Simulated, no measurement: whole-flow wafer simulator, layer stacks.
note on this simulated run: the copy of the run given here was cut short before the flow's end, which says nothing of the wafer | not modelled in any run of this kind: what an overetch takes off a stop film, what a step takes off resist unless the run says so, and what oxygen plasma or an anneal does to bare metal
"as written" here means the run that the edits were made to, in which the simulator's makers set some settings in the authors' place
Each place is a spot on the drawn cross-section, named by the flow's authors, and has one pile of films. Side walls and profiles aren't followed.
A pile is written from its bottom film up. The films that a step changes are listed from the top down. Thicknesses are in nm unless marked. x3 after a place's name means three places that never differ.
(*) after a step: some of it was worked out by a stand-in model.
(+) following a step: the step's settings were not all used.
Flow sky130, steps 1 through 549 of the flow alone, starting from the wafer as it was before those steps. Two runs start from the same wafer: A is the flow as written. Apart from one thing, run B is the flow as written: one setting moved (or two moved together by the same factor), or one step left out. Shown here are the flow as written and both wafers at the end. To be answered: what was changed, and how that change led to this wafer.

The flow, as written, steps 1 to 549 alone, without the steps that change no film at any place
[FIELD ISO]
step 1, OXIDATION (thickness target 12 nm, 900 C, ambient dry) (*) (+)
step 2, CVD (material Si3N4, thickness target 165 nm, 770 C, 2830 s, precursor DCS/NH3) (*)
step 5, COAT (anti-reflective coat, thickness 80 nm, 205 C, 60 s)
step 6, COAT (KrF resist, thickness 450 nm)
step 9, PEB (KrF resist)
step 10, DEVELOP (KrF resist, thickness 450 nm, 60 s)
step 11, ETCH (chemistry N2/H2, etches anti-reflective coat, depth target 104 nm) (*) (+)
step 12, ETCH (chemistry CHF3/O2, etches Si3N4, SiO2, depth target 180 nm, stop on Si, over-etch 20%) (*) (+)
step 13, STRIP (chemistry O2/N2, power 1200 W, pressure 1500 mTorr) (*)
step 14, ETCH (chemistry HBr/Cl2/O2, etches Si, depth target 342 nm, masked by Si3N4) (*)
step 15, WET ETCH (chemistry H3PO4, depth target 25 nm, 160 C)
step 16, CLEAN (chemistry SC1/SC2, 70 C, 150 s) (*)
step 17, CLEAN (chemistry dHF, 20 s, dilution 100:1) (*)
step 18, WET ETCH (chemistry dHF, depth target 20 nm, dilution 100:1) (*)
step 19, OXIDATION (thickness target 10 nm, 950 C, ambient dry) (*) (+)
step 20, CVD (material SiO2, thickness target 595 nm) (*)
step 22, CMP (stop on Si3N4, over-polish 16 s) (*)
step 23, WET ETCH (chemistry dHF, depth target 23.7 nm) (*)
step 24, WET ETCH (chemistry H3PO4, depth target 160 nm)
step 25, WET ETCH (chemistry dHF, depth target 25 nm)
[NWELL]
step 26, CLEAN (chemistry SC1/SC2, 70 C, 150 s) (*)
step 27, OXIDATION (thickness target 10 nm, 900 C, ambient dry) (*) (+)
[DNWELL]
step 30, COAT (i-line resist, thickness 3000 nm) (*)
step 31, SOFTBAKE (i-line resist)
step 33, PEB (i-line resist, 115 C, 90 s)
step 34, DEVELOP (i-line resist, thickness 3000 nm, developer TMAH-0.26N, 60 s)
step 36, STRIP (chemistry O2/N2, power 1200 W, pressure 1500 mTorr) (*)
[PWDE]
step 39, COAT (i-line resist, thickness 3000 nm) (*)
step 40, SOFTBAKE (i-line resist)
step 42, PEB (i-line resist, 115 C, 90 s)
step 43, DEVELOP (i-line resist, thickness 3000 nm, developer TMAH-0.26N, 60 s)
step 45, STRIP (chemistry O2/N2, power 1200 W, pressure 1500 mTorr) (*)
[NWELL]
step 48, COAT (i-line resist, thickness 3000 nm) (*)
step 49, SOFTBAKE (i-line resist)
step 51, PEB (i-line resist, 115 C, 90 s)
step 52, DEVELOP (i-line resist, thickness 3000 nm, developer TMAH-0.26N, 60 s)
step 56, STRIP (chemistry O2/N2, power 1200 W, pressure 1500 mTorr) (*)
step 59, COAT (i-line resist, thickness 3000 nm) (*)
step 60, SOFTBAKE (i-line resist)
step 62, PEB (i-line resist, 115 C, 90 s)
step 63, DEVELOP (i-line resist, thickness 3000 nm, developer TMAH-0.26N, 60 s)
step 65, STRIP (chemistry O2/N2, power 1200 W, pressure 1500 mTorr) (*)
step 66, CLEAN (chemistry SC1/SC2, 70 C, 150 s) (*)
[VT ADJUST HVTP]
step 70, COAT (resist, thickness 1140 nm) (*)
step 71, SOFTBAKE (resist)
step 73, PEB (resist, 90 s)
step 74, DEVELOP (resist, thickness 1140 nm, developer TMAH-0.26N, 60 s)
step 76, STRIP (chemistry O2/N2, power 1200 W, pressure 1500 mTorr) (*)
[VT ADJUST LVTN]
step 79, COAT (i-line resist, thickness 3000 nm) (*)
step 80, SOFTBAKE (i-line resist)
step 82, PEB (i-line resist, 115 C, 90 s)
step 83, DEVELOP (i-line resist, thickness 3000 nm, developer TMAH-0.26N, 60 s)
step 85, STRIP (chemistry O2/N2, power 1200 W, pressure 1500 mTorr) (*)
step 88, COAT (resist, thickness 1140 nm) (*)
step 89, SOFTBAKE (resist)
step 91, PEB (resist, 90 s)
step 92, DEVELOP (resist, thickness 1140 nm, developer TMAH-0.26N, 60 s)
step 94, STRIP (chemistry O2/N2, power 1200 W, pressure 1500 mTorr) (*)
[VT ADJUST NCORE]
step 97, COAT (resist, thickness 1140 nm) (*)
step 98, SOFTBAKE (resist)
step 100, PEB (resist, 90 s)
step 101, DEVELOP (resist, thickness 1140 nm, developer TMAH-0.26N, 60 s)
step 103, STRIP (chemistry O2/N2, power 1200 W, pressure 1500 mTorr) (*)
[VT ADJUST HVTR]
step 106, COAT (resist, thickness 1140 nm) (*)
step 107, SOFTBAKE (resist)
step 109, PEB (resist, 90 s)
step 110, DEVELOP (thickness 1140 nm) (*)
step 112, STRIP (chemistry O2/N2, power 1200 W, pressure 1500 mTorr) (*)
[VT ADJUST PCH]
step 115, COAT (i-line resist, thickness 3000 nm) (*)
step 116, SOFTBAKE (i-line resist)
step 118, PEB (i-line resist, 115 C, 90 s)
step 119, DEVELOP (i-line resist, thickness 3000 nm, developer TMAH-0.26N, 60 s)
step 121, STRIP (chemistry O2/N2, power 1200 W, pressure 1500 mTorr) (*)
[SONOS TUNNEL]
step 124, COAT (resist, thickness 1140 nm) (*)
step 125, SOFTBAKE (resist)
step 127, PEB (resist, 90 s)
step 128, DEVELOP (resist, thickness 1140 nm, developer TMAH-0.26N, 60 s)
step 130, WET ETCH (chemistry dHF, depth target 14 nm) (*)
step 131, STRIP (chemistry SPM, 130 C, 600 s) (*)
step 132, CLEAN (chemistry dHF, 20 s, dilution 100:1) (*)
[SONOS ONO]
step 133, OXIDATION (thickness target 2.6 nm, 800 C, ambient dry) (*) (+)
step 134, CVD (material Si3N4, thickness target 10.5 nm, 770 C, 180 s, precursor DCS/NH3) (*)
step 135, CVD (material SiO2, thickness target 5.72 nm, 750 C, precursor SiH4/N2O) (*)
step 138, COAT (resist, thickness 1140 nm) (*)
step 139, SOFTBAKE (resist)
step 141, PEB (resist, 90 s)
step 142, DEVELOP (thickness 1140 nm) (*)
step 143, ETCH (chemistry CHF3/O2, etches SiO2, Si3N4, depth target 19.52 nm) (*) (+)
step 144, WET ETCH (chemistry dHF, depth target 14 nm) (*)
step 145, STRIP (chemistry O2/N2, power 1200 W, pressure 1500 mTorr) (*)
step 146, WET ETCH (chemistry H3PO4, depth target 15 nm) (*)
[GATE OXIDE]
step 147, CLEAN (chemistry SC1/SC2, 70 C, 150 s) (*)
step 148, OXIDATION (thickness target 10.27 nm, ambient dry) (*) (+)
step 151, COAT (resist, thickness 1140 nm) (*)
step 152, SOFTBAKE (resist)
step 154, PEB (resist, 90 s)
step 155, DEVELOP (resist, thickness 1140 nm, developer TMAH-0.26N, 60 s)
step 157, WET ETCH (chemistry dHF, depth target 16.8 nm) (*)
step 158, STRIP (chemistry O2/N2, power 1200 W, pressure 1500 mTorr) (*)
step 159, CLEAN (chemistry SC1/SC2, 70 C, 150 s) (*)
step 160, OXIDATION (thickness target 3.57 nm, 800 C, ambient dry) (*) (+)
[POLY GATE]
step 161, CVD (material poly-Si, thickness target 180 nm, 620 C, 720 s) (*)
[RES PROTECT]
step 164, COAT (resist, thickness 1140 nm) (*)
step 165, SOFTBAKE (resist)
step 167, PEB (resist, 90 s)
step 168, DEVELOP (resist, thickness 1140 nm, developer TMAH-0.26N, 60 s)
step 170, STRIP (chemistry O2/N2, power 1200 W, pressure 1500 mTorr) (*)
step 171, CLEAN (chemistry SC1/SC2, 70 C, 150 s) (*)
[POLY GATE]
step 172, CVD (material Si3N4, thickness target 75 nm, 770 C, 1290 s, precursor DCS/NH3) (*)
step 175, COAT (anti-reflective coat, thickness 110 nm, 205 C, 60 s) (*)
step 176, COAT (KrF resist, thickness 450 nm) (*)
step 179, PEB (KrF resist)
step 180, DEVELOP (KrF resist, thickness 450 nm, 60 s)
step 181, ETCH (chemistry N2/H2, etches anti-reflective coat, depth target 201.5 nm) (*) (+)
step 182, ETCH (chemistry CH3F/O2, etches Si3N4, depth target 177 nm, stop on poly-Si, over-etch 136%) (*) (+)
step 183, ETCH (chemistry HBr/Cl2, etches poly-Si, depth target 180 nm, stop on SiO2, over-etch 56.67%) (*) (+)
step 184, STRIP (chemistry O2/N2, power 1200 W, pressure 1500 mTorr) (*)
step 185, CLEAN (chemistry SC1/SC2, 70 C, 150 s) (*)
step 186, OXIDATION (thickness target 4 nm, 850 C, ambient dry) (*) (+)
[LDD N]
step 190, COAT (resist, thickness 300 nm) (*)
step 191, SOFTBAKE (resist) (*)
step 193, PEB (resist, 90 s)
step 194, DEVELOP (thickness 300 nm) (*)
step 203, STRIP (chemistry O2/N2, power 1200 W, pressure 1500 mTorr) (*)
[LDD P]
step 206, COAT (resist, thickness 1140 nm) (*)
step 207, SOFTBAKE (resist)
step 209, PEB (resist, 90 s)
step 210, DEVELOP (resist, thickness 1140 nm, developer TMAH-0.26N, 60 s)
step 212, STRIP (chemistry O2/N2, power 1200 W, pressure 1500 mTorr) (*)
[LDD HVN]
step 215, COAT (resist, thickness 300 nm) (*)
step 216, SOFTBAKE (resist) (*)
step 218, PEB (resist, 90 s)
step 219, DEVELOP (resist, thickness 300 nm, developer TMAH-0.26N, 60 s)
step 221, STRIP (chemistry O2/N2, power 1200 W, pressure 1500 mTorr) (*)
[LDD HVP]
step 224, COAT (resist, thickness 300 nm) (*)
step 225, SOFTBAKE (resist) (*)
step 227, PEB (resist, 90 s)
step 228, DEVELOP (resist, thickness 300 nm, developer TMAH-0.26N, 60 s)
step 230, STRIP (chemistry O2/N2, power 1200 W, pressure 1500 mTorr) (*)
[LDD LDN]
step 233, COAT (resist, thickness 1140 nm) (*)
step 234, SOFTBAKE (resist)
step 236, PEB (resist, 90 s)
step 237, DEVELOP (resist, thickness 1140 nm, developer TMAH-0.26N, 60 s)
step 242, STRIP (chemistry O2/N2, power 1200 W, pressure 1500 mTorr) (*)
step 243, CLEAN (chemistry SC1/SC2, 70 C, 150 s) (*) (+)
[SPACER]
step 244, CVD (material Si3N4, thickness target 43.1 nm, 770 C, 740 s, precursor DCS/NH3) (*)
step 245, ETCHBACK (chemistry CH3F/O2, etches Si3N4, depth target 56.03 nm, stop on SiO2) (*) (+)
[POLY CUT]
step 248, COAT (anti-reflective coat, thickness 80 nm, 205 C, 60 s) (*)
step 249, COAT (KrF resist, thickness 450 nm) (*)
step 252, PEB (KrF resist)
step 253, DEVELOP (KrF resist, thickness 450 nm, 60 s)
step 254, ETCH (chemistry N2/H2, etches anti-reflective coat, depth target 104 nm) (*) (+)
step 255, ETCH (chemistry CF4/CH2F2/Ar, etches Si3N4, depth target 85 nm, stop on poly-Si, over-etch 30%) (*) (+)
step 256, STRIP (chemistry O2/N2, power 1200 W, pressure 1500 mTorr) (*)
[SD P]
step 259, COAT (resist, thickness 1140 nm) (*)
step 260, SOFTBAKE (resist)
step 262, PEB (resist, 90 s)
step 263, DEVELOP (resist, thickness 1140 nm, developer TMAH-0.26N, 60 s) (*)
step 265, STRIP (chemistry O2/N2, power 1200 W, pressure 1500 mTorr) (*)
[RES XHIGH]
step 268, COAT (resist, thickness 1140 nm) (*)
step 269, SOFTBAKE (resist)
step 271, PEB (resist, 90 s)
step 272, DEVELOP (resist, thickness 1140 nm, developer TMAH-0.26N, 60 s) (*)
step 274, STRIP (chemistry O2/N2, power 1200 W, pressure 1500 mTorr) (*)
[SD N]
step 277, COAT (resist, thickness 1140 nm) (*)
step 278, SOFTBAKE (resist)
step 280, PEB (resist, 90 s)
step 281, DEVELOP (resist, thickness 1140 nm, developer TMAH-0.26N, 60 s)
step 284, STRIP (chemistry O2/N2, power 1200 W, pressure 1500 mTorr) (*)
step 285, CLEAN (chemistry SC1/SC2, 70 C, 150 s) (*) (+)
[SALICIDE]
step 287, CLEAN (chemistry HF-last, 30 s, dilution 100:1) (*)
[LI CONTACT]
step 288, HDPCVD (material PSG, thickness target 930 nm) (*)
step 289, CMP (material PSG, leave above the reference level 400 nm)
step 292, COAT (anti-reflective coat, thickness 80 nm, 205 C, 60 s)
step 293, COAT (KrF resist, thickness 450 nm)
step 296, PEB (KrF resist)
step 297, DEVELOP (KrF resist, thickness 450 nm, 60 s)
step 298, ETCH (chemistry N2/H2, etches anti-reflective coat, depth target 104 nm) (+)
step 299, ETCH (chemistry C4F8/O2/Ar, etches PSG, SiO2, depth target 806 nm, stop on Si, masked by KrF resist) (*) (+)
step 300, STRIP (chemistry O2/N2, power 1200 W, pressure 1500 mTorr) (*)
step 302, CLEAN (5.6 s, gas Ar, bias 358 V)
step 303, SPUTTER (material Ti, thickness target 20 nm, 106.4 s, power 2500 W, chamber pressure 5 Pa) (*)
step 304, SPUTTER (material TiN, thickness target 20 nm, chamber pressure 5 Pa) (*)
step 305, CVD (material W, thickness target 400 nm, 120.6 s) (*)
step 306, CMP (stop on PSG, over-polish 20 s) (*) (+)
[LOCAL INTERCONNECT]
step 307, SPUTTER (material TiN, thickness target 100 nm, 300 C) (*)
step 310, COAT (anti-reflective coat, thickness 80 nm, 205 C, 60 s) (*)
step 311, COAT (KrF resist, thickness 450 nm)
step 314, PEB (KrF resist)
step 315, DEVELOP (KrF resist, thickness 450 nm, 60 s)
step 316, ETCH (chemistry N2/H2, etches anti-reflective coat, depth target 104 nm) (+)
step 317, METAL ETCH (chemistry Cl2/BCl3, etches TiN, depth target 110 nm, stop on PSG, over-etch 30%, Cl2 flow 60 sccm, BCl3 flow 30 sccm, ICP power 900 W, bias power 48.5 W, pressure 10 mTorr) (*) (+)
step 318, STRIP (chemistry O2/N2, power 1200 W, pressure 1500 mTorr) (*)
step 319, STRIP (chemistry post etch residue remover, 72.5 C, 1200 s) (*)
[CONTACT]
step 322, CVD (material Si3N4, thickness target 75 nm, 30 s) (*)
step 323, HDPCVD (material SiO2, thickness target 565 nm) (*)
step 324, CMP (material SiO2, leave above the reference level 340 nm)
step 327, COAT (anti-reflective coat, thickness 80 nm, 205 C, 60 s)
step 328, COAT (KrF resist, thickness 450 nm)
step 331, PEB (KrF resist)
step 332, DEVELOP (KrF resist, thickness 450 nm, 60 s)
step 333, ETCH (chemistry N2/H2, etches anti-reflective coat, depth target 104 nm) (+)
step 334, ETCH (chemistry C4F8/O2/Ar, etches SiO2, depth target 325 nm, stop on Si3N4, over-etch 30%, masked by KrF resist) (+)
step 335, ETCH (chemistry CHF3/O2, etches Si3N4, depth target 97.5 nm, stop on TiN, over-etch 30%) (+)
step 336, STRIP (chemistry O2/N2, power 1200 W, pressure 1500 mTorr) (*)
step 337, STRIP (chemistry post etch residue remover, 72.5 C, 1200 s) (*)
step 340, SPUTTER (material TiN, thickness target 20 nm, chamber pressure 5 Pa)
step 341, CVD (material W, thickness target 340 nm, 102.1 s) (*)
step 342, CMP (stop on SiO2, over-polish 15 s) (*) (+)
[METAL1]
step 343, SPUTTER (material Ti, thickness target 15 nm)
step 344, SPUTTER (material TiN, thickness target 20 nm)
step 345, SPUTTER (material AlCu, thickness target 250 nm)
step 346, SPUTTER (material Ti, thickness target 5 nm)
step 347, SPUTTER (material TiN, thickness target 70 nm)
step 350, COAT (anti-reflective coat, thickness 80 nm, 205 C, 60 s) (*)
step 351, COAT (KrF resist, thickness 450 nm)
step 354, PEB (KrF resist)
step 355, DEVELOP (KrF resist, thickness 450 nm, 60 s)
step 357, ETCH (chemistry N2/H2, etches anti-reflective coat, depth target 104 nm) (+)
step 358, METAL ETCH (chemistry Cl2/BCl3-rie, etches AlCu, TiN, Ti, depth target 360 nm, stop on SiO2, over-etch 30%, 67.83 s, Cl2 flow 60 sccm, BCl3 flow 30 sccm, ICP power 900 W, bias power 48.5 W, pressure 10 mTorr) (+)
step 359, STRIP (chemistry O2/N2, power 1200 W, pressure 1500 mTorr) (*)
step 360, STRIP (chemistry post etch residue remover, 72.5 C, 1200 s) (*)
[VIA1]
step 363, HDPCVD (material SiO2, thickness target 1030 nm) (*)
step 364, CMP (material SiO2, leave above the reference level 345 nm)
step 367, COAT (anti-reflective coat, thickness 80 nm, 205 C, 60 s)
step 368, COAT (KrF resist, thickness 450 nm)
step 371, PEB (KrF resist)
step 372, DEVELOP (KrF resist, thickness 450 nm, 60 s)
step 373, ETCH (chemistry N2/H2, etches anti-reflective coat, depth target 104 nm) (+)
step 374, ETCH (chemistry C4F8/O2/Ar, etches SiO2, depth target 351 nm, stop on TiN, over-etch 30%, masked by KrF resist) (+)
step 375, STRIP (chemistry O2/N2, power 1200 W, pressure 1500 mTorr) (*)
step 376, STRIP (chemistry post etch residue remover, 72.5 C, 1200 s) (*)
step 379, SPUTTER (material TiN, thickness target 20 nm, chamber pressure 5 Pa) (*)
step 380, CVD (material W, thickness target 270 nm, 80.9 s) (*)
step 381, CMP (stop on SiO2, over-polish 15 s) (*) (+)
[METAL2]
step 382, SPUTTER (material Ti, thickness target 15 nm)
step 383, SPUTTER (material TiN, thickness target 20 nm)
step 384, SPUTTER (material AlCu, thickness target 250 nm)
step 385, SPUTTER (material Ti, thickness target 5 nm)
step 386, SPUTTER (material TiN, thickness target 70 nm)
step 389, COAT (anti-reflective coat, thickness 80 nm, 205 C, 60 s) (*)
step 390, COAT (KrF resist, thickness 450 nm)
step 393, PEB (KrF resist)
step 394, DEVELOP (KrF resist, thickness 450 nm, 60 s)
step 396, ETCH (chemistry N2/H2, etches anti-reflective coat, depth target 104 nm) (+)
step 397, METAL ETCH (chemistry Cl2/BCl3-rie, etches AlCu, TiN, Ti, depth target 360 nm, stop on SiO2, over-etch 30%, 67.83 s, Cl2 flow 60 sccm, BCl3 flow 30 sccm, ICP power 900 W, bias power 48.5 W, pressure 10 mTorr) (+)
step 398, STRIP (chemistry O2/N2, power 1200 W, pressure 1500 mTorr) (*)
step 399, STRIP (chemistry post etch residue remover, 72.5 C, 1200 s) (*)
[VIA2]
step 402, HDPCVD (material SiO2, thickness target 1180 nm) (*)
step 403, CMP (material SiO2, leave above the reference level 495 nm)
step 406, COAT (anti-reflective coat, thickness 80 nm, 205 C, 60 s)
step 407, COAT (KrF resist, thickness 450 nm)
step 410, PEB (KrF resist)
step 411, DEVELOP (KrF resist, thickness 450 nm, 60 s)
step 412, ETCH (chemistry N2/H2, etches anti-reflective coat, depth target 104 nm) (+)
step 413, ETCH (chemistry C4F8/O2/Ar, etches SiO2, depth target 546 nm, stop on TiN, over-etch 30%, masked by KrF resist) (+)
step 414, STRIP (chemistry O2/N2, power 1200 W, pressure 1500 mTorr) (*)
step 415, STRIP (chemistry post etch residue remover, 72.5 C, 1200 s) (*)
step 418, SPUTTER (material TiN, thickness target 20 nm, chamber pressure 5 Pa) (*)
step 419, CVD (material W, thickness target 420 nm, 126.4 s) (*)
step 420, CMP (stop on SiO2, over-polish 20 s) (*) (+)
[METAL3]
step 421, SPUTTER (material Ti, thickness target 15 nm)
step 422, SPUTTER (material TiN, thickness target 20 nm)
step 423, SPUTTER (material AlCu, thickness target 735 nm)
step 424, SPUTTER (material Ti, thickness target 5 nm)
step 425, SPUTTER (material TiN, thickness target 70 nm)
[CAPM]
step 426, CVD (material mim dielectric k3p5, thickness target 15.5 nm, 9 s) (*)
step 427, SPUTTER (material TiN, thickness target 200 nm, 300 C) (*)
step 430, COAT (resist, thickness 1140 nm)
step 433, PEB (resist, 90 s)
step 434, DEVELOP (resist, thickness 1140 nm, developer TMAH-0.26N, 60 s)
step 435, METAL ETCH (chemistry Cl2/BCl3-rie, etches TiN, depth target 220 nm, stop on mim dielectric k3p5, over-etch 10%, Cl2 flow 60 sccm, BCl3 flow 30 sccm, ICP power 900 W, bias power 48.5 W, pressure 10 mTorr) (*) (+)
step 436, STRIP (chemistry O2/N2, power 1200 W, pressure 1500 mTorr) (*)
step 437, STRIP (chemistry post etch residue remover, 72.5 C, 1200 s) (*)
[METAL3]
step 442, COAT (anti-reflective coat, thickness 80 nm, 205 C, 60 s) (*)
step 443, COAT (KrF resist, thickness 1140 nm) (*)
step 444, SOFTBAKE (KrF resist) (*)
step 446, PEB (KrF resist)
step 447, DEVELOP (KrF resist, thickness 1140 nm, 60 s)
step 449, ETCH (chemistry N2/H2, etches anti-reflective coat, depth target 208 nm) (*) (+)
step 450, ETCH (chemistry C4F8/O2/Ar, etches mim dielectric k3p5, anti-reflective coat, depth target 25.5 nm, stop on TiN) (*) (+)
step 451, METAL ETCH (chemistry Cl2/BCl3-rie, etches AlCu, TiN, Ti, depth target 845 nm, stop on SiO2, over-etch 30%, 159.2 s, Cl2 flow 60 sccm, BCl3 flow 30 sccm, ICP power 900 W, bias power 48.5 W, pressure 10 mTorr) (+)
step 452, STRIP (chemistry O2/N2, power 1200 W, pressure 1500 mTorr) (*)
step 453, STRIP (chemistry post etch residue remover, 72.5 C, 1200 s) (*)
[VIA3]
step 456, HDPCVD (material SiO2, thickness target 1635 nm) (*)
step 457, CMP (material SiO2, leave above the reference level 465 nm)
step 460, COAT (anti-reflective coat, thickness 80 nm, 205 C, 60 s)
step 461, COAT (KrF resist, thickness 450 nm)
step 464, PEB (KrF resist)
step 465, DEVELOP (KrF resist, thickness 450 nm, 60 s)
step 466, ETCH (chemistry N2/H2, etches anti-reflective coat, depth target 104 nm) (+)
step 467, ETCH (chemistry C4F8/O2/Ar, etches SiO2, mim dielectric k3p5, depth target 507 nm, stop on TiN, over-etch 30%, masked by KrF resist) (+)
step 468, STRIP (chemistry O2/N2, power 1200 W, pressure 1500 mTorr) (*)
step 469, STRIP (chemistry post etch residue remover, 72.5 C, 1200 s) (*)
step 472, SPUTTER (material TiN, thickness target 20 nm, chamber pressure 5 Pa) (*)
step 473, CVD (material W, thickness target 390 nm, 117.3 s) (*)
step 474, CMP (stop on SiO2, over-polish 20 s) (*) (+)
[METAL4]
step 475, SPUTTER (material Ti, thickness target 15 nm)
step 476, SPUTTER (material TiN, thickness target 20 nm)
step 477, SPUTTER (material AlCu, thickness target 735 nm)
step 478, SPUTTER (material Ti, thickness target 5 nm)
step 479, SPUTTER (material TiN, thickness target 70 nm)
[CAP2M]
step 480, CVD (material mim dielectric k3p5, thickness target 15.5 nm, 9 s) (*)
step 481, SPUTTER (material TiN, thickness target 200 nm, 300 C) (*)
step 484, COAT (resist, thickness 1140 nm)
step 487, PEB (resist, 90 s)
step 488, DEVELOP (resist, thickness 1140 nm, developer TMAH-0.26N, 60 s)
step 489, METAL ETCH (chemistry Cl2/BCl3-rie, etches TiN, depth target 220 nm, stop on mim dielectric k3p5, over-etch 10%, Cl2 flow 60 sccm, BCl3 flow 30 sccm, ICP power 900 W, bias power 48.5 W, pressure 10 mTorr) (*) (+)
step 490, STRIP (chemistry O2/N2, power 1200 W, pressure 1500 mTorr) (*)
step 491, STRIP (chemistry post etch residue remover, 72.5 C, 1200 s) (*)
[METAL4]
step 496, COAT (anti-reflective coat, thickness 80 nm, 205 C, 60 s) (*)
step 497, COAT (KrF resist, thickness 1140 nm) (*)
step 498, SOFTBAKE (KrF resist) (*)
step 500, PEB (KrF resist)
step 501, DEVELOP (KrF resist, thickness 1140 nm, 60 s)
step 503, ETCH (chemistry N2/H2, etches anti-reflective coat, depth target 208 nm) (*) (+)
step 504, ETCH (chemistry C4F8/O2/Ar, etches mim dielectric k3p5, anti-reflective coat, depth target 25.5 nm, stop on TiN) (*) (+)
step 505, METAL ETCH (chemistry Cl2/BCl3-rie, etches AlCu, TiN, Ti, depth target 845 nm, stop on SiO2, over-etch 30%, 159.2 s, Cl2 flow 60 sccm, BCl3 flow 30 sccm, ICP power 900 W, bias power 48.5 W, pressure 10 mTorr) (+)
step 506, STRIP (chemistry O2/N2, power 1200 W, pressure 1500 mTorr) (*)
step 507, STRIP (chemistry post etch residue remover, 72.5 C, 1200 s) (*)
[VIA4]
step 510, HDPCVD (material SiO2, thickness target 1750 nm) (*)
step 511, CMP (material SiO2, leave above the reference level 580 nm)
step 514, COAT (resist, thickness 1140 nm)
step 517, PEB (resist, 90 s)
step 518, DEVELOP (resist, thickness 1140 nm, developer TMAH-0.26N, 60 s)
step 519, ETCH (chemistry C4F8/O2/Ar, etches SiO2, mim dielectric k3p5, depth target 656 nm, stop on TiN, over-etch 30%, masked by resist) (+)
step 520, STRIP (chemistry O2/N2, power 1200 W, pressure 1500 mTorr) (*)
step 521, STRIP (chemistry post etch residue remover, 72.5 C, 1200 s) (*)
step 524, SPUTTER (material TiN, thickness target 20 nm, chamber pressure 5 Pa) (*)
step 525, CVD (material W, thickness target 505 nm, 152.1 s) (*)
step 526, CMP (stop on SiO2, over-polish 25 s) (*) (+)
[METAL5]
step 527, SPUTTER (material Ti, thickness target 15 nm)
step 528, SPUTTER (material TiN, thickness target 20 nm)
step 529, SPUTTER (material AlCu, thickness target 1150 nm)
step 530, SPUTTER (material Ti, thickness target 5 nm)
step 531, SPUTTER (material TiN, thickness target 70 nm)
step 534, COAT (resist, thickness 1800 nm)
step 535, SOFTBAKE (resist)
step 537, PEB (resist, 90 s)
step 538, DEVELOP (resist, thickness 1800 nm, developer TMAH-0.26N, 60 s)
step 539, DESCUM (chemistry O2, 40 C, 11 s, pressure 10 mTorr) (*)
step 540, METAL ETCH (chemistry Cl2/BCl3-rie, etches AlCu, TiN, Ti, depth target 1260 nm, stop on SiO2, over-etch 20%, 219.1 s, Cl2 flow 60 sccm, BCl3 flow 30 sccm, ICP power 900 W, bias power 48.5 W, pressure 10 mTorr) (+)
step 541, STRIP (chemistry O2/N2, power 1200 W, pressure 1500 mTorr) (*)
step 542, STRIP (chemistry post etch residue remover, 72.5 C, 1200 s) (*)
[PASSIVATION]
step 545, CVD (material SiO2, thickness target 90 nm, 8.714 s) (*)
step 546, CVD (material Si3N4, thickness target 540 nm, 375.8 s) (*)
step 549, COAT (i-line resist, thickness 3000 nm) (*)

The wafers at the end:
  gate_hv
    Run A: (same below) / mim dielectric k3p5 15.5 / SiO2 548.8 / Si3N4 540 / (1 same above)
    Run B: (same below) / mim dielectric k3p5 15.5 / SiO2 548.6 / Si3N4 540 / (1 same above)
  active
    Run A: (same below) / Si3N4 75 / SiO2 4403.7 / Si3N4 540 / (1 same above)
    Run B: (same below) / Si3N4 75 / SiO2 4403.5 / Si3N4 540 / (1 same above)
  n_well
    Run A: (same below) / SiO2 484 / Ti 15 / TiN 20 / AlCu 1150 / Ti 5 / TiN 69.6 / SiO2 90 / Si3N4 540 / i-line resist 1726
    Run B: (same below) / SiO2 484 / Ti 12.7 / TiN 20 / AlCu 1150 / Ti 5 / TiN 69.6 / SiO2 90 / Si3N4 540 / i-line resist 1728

The reason: step 527, SPUTTER: thickness target 12.7 nm was run, though the flow has thickness target 15 nm.
The wafer itself shows it: n_well has Ti 12.7, and step 527 as written asks for 15 nm.

Step by step, how the change led to this:
  step 527, SPUTTER (material Ti, thickness target 15 nm)
      field, active, n_well and 190 more: A Ti gains 15 (new film) | B Ti gains 12.7 (new film)
  step 540, METAL ETCH (chemistry Cl2/BCl3-rie, etches AlCu, TiN, Ti, depth target 1260 nm, stop on SiO2, over-etch 20%, 219.1 s, Cl2 flow 60 sccm, BCl3 flow 30 sccm, ICP power 900 W, bias power 48.5 W, pressure 10 mTorr) (+)
      field, active, gate and 175 more: A TiN loses 70 (all of it), Ti loses 5 (all of it), AlCu loses 1150 (all of it), TiN loses 20 (all of it), Ti loses 15 (all of it), SiO2 loses 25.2 | B TiN loses 70 (all of it), Ti loses 5 (all of it), AlCu loses 1150 (all of it), TiN loses 20 (all of it), Ti loses 12.7 (all of it), SiO2 loses 25.4
